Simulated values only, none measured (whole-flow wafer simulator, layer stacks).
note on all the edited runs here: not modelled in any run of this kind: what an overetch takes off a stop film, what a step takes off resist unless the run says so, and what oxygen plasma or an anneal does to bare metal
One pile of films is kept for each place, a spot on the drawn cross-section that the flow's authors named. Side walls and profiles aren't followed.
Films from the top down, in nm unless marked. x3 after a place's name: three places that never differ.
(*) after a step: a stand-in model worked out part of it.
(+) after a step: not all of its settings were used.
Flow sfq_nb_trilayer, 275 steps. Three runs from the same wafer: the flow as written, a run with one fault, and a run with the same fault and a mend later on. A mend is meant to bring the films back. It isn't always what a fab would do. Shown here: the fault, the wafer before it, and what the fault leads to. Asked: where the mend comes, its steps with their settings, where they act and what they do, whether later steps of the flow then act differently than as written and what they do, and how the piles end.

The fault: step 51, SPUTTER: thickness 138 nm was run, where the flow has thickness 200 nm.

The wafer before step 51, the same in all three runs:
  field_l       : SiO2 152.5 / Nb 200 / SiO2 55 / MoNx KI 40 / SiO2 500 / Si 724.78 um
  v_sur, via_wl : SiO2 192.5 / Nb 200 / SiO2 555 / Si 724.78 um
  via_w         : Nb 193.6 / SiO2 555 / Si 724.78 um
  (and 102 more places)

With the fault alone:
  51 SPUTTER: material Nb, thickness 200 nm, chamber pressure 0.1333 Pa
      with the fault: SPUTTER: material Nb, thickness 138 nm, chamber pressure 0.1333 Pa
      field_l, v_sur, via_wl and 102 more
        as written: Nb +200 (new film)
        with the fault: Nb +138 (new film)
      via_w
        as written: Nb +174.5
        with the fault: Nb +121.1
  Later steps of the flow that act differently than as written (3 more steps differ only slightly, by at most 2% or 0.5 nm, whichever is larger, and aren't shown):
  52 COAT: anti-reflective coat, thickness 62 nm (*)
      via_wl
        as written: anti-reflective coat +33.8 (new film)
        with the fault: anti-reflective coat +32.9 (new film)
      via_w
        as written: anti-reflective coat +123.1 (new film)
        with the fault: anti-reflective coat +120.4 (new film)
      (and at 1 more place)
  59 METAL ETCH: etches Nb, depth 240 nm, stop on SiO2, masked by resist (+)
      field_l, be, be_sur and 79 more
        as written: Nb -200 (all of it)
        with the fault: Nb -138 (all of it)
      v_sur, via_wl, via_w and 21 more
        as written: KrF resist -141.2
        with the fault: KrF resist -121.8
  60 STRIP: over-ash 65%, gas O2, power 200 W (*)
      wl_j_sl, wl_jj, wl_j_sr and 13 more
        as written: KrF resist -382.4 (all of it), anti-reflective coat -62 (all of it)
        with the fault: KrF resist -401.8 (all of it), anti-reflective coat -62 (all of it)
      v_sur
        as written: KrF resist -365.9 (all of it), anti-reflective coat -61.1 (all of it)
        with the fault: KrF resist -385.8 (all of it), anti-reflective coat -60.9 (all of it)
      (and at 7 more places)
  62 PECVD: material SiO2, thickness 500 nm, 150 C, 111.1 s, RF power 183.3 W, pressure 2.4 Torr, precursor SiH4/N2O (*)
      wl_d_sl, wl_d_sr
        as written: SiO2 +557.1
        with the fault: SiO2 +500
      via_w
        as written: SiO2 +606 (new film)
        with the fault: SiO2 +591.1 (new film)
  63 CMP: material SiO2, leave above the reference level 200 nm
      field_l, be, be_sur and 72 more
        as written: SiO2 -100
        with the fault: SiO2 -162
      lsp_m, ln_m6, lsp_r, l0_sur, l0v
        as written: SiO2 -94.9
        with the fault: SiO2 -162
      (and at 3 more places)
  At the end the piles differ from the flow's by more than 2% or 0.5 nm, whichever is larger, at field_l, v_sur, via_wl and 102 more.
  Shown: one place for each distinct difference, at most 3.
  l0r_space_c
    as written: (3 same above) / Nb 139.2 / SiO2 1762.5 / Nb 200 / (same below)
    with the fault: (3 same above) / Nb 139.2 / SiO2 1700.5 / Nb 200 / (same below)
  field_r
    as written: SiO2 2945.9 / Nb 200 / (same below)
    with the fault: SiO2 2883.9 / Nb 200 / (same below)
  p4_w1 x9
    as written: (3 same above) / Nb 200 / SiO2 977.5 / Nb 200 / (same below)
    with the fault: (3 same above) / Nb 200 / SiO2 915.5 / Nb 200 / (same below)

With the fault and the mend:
  The mend comes after step 51.
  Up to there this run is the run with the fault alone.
  51a SPUTTER: material Nb, thickness 62 nm, chamber pressure 0.1333 Pa (the flow's step 51 once more, with other settings)
      field_l, v_sur, via_wl and 102 more
        Nb +62
      via_w
        Nb +49.1
  No later step of the flow acts differently than as written, at any place that is followed, by more than 2% or 0.5 nm, whichever is larger.
  At the end the piles differ from the flow's only slightly at the places that both follow, by at most 2% or 0.5 nm, whichever is larger.
